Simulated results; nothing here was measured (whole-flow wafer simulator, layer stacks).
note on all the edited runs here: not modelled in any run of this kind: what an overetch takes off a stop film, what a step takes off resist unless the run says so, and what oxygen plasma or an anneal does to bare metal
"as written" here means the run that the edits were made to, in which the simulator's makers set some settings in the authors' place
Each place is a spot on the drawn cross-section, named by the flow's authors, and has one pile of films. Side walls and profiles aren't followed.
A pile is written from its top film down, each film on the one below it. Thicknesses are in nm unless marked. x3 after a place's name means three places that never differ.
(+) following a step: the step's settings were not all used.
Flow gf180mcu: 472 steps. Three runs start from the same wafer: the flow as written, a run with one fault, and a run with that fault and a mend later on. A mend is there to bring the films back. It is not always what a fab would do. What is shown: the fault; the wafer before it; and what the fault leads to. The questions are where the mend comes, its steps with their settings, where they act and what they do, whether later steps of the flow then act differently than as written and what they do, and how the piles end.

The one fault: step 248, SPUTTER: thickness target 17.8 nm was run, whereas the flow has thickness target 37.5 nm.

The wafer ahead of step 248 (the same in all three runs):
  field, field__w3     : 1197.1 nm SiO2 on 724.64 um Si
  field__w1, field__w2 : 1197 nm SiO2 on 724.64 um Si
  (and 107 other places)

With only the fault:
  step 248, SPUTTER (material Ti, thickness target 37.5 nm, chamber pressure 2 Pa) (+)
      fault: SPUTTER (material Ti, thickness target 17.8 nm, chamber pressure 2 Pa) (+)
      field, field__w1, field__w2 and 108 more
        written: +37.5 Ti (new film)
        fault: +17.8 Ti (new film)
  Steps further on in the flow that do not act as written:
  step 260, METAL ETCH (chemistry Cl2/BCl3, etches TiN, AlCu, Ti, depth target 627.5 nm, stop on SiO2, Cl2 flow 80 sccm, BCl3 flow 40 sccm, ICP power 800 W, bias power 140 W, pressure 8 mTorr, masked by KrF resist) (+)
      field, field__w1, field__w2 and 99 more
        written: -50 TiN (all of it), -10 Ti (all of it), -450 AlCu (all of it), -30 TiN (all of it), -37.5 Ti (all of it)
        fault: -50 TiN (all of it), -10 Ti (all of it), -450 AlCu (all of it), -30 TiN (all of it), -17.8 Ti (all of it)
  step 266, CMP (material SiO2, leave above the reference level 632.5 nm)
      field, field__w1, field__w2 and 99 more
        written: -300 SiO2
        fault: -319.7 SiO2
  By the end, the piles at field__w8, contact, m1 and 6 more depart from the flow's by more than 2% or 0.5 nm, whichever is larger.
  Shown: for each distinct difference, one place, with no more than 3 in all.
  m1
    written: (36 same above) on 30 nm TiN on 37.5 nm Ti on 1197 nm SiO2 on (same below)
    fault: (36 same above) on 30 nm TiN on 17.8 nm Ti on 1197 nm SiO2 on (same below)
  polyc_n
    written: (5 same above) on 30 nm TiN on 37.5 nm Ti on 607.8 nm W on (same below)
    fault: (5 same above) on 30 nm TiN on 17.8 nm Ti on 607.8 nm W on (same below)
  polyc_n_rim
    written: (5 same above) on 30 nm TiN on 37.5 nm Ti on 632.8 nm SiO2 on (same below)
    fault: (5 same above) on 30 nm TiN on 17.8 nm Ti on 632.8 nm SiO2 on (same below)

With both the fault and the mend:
  After step 248 comes the mend.
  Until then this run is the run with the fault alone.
  step 248a, SPUTTER (material Ti, thickness target 19.7 nm, chamber pressure 2 Pa) (+) (the flow's step 248, run once more with other settings)
      field, field__w1, field__w2 and 108 more
        +19.7 Ti
  Later steps of the flow that are run all act as written at every place that is followed.
  By the end, the piles equal the flow's at every place that both follow.
